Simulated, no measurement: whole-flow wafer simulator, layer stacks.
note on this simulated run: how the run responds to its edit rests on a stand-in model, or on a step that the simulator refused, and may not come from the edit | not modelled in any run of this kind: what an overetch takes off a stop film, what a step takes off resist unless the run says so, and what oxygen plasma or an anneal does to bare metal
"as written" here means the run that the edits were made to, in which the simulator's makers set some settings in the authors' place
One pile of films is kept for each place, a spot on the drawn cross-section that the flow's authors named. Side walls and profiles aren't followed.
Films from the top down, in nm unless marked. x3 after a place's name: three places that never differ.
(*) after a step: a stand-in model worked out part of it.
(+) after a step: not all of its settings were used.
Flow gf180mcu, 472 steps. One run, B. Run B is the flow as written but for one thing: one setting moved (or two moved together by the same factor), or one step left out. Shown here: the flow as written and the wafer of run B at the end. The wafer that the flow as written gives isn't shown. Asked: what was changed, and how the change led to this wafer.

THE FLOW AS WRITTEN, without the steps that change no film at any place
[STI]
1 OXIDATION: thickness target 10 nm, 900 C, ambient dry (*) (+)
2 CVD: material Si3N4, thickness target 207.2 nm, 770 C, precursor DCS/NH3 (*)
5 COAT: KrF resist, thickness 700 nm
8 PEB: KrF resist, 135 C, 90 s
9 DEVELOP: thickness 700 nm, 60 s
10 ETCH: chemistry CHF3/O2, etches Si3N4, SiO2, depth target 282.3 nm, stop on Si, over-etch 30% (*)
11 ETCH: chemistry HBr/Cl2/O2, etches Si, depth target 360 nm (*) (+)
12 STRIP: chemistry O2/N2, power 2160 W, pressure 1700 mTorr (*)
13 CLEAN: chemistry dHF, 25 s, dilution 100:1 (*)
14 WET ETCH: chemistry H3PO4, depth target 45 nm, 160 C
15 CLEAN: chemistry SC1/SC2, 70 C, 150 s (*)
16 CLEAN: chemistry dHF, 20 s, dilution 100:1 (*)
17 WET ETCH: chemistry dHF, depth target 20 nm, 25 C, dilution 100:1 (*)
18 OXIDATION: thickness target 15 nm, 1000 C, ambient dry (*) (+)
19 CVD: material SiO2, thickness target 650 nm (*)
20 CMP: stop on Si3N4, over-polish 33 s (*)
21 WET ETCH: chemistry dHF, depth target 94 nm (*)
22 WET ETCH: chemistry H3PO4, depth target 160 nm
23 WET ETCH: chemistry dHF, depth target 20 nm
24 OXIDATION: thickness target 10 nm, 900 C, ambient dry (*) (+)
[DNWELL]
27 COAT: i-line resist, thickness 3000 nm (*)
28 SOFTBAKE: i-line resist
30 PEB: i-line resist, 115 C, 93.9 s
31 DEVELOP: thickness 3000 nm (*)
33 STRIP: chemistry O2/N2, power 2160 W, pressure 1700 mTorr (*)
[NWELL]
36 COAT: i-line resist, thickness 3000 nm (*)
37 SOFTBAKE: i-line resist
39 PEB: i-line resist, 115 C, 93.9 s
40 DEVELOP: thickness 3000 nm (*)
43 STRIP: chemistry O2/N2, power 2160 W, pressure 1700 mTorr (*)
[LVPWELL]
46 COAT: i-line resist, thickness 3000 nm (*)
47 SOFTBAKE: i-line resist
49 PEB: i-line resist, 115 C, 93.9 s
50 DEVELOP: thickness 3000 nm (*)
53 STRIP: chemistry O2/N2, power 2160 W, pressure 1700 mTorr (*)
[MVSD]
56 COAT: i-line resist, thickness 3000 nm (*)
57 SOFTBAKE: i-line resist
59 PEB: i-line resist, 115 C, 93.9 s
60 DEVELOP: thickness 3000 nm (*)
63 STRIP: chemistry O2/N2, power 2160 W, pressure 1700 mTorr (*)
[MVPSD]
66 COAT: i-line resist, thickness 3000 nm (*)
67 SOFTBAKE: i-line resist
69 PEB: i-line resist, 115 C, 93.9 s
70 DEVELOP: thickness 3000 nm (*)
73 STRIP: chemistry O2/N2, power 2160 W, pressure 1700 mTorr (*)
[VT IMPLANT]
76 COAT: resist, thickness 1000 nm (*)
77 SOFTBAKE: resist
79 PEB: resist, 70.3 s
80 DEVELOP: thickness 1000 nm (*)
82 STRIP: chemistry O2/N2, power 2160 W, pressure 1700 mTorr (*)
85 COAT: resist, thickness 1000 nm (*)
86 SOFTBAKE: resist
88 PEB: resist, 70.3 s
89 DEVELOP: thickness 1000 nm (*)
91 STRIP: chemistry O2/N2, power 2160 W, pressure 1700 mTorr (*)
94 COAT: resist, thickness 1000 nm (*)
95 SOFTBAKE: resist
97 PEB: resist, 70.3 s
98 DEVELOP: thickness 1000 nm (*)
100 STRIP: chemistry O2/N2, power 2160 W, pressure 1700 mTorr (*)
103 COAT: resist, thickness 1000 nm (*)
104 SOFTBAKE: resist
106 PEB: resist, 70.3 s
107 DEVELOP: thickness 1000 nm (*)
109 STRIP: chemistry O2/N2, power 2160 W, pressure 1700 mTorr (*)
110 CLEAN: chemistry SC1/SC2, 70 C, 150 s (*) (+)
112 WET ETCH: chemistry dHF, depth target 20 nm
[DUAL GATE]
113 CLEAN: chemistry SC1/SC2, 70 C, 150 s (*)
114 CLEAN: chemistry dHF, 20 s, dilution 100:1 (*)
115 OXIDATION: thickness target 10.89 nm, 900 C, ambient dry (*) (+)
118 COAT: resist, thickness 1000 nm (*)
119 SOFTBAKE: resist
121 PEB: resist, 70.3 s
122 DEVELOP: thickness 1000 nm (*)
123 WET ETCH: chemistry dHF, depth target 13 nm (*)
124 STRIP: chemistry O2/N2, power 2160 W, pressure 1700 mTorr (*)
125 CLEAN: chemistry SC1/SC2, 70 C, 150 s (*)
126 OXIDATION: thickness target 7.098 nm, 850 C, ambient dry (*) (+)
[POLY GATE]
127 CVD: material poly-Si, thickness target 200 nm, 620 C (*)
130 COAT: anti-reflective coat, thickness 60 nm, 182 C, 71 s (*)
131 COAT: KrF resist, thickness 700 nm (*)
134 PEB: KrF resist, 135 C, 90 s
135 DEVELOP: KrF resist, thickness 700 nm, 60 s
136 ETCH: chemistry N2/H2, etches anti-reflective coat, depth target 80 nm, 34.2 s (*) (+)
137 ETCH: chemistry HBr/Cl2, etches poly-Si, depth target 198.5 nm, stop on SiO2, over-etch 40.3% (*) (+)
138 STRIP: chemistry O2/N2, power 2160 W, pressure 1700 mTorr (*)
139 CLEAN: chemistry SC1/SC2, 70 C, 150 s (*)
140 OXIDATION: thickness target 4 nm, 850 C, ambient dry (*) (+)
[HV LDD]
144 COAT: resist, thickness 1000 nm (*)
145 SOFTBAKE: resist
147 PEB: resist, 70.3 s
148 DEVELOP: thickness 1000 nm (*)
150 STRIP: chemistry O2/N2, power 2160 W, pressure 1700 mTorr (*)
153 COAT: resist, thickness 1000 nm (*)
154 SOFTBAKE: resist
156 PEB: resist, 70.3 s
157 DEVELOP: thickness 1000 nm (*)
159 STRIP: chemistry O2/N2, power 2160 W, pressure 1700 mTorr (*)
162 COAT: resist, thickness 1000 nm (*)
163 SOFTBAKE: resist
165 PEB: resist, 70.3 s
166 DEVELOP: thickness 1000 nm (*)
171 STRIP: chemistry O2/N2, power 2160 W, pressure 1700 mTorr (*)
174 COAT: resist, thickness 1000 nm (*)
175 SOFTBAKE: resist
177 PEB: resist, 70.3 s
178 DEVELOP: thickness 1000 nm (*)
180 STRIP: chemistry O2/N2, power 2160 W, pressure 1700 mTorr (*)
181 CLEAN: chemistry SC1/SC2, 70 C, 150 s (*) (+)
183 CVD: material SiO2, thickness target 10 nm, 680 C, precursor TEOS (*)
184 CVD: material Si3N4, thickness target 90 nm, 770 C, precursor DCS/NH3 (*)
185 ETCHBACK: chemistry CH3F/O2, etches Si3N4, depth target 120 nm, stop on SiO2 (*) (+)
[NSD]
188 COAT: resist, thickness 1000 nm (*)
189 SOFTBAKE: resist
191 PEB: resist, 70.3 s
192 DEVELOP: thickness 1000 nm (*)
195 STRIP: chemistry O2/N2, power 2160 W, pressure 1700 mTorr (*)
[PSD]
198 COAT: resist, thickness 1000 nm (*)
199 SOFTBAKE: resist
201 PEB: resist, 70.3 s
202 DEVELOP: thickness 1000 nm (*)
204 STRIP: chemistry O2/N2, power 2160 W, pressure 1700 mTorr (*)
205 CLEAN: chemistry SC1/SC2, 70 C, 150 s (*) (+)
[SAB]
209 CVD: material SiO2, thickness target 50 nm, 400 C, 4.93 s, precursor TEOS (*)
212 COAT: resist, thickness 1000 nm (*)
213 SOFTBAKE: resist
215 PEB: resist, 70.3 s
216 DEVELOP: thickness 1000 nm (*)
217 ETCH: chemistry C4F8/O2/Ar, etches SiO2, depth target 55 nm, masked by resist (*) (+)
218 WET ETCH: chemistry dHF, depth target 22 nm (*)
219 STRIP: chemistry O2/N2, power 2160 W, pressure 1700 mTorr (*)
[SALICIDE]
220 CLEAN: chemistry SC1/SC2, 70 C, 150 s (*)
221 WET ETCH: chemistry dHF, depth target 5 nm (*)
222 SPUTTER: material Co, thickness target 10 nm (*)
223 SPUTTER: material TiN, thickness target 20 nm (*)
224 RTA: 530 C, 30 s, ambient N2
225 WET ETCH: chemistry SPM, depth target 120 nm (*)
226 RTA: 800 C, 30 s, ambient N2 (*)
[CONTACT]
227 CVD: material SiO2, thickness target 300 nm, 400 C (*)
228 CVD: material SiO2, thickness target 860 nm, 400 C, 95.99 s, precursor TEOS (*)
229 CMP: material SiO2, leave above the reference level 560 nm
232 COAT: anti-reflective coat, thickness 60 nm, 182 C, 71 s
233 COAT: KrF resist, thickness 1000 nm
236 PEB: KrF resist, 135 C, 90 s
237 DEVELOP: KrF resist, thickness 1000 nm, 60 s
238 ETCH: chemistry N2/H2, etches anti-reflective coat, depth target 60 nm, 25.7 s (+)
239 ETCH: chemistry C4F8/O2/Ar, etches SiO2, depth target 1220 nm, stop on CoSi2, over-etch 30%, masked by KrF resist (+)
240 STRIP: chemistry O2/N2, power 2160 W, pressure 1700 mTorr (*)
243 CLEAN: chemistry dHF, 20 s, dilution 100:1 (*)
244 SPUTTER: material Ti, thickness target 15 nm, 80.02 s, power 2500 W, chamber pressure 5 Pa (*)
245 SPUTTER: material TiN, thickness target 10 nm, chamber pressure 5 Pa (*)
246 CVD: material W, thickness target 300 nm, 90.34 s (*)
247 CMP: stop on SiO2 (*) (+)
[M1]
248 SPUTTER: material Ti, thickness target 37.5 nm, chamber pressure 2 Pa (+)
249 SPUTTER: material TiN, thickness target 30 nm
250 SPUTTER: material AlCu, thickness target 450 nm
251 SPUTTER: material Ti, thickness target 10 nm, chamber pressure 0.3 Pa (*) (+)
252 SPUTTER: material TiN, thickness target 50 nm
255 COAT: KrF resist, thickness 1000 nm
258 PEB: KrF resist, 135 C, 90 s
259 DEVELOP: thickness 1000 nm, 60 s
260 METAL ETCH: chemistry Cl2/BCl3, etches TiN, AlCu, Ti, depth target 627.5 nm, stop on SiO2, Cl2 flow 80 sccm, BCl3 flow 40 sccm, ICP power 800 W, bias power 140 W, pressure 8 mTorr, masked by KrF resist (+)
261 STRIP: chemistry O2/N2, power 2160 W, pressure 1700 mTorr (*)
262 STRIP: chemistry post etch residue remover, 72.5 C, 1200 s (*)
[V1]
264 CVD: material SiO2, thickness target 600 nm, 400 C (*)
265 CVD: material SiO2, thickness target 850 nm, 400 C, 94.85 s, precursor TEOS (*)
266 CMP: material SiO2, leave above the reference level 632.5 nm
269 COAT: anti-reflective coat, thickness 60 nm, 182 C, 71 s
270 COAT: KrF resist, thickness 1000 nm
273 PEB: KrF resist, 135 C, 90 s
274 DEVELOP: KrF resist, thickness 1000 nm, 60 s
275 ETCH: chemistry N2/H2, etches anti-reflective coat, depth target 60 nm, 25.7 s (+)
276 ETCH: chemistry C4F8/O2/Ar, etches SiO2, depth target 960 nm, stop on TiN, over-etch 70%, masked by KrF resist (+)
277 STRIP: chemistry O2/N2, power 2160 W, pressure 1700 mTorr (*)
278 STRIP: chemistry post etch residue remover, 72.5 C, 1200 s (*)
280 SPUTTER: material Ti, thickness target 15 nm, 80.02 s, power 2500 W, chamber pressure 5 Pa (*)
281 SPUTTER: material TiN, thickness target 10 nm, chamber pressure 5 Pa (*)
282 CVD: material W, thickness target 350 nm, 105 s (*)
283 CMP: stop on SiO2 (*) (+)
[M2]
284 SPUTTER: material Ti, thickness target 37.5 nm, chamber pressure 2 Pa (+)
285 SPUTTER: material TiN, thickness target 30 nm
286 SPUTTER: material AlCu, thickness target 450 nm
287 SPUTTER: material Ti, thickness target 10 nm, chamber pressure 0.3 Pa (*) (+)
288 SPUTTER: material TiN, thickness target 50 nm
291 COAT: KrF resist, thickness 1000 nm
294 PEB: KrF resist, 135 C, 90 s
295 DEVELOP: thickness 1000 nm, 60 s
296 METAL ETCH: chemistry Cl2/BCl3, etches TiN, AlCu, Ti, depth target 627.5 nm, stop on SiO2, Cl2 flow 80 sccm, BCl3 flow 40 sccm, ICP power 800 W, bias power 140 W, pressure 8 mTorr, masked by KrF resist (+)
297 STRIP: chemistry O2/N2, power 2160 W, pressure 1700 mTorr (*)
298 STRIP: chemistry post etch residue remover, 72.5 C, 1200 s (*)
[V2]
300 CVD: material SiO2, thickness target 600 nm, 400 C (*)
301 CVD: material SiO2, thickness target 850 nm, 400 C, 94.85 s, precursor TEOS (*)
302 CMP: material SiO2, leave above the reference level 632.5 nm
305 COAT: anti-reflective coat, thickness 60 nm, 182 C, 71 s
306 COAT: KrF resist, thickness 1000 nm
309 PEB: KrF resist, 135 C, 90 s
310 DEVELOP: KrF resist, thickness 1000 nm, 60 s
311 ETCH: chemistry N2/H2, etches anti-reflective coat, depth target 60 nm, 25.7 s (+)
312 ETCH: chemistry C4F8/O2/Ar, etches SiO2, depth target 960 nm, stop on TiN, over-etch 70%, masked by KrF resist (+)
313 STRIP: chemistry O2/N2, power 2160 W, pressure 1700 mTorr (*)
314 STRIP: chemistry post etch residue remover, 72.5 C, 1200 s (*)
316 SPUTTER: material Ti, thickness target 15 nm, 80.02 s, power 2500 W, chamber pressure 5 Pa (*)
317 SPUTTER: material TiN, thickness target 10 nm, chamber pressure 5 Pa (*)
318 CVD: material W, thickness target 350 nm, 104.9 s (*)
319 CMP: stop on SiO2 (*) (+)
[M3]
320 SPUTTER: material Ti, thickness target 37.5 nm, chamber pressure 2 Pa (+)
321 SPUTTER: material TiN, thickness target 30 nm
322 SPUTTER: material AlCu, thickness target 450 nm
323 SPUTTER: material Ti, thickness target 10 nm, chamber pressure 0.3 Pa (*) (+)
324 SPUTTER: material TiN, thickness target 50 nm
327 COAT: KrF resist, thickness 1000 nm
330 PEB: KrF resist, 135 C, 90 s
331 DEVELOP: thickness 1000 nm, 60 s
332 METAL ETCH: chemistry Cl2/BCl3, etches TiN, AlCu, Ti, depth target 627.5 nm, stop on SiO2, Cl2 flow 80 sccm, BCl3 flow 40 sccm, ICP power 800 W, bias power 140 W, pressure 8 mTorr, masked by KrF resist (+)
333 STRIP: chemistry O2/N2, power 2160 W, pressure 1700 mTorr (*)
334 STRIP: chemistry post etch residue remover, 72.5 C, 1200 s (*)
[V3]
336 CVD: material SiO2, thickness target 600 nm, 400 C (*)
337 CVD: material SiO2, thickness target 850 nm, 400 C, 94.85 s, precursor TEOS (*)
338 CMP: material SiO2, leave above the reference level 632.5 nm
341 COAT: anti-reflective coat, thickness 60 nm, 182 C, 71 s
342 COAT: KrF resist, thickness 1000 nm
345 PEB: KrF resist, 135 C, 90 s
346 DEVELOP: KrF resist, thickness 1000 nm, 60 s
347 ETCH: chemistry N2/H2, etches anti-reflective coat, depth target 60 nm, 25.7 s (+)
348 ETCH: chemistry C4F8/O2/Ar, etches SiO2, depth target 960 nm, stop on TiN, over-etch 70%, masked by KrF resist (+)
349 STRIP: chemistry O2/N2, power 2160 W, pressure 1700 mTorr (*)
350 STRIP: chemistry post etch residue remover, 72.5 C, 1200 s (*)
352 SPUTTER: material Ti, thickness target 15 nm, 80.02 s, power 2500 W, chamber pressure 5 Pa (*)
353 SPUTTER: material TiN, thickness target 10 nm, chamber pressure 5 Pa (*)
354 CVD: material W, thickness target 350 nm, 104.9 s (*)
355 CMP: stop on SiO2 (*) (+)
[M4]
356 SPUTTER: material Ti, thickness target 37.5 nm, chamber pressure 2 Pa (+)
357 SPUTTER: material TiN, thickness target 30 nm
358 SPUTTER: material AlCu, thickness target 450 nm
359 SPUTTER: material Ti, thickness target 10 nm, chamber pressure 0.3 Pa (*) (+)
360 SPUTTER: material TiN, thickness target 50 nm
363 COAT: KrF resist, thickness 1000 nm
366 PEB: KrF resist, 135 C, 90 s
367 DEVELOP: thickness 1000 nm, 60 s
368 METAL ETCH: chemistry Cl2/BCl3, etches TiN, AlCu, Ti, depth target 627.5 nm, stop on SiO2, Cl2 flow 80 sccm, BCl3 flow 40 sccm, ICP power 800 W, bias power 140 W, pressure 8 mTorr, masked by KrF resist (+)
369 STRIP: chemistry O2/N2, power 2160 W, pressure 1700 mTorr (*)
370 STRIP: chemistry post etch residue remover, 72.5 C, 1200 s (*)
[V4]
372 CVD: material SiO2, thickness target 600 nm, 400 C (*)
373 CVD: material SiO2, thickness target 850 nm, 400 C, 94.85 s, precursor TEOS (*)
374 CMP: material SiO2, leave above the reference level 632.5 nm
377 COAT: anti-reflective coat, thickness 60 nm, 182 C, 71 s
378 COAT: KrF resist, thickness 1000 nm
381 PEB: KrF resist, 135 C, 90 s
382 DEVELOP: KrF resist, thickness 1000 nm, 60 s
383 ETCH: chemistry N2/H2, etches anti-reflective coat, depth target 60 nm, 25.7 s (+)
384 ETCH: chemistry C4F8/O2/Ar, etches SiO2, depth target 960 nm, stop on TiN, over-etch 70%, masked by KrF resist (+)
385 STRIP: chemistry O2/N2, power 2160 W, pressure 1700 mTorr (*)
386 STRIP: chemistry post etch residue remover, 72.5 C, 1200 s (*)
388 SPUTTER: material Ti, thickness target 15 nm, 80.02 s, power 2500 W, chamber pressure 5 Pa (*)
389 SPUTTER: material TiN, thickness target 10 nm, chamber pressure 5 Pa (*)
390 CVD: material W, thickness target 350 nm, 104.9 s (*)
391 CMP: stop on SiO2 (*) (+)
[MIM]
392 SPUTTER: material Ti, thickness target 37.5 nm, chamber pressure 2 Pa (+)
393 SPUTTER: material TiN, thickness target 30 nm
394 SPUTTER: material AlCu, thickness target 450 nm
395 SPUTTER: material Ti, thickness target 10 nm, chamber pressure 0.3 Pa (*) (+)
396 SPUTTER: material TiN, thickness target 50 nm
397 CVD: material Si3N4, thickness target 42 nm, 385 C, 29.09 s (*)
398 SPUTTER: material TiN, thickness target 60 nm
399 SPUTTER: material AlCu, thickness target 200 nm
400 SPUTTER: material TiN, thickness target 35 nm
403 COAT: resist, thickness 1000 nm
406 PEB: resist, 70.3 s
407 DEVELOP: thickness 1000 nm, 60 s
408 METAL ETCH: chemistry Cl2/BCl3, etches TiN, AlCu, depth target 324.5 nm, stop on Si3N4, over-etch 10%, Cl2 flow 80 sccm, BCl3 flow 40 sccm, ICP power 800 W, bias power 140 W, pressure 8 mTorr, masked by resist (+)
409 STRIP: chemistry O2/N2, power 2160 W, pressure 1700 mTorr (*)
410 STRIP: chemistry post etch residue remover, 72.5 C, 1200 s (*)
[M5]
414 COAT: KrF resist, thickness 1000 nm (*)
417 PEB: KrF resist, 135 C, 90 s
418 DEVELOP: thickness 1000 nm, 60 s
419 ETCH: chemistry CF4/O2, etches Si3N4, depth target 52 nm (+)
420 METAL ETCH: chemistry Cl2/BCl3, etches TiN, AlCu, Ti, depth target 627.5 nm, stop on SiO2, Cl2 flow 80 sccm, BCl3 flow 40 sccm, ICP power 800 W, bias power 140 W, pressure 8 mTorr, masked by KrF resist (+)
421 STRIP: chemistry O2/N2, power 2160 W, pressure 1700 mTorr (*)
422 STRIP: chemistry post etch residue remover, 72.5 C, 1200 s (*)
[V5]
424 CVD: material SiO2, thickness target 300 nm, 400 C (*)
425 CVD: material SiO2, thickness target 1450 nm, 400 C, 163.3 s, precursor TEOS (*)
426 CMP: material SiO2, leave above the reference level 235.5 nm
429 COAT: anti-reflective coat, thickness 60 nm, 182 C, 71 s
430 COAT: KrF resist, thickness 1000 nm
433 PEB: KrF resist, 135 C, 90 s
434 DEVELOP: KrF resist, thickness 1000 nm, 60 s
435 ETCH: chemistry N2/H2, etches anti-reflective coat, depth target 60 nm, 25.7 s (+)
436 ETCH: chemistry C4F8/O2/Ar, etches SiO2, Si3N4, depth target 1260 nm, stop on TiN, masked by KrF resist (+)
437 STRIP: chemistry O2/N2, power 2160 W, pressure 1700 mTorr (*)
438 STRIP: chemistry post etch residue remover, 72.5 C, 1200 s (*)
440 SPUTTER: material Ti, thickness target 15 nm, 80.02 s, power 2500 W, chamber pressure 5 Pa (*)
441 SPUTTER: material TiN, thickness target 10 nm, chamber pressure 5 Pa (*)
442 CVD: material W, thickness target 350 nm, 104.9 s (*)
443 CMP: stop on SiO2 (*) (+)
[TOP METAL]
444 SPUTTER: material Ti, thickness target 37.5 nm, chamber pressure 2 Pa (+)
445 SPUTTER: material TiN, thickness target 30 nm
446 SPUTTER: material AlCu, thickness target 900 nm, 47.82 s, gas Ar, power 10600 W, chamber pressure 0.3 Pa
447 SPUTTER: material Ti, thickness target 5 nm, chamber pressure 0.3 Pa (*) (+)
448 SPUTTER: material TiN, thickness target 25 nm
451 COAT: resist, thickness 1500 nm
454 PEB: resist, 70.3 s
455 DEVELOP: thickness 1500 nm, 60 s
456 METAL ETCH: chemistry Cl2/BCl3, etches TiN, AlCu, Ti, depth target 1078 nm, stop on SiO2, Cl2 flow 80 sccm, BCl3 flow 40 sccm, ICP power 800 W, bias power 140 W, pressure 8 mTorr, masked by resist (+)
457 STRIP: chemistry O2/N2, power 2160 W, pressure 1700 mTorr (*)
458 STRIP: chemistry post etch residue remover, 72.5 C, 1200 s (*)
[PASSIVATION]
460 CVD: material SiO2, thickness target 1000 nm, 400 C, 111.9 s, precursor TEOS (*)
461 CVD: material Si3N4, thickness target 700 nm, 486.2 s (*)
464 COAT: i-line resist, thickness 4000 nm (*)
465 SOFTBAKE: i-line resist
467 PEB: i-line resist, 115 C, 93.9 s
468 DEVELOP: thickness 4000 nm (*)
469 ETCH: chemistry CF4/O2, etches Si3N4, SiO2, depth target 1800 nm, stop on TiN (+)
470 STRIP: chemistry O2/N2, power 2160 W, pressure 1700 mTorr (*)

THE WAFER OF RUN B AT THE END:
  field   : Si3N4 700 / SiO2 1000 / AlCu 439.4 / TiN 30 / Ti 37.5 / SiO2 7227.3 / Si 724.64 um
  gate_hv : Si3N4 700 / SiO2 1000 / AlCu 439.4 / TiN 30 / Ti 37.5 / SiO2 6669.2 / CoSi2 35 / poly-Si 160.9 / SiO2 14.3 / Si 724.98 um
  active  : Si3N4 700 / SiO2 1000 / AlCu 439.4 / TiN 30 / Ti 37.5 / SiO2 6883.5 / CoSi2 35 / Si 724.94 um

The cause: step 456, METAL ETCH: depth target 484.9 nm was run, where the flow has depth target 1078 nm.

How the change led to this, step by step:
  456 METAL ETCH: chemistry Cl2/BCl3, etches TiN, AlCu, Ti, depth target 1078 nm, stop on SiO2, Cl2 flow 80 sccm, BCl3 flow 40 sccm, ICP power 800 W, bias power 140 W, pressure 8 mTorr, masked by resist (+)
      field, field__w1, field__w2 and 103 more: TiN -25 (all of it), Ti -5 (all of it), AlCu -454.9 (as written it would be: TiN -25 (all of it), Ti -5 (all of it), AlCu -900 (all of it), TiN -30 (all of it), Ti -37.5 (all of it))
      field__w8, contact, m1, m1__w1, pad, m1_nw: resist -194 (as written it would be: resist -431)
  457 STRIP: chemistry O2/N2, power 2160 W, pressure 1700 mTorr (*)
      field__w8, contact, m1, m1__w1, pad, m1_nw: resist -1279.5 (all of it) (as written it would be: resist -1042.5 (all of it))
  458 STRIP: chemistry post etch residue remover, 72.5 C, 1200 s (*)
      field, field__w1, field__w2 and 103 more: AlCu -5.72 (as written it would be: nothing)
  460 CVD: material SiO2, thickness target 1000 nm, 400 C, 111.9 s, precursor TEOS (*)
      field, field__w1, field__w2 and 103 more: SiO2 +1000 (new film) (as written it would be: SiO2 +1000)
  464 COAT: i-line resist, thickness 4000 nm (*)
      field: i-line resist +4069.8 (new film) (as written it would be: i-line resist +4171.5 (new film))
      field__w8: i-line resist +3547.4 (new film) (as written it would be: i-line resist +3093.1 (new film))
      (and at 11 more places)
  465 SOFTBAKE: i-line resist
      gate: i-line resist -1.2 (as written it would be: i-line resist +1.79)
      ld_fp_p, ld_drift_p: i-line resist +13 (as written it would be: i-line resist +33.8)
      (and at 66 more places)
  467 PEB: i-line resist, 115 C, 93.9 s
      field__w8, m1__w1: i-line resist -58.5 (as written it would be: i-line resist -49.2)
      contact, m1: i-line resist -58.7 (as written it would be: i-line resist -49.6)
      (and at 2 more places)
  468 DEVELOP: thickness 4000 nm (*)
      pad: i-line resist -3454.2 (all of it) (as written it would be: i-line resist -2960.4 (all of it))
  470 STRIP: chemistry O2/N2, power 2160 W, pressure 1700 mTorr (*)
      field__w8, m1__w1: i-line resist -2261.9 (all of it) (as written it would be: i-line resist -1775.9 (all of it))
      contact: i-line resist -2269.7 (all of it) (as written it would be: i-line resist -1798.3 (all of it))
      (and at 2 more places)
Counting metal films that touch as one body, field has 1 body; the flow as written gives 0 bodies.
Counting metal films that touch as one body, gate_hv has 2 bodies (between them, from the top down: SiO2 6669.2); the flow as written gives 1 body.
Counting metal films that touch as one body, active has 2 bodies (between them, from the top down: SiO2 6883.5); the flow as written gives 1 body.
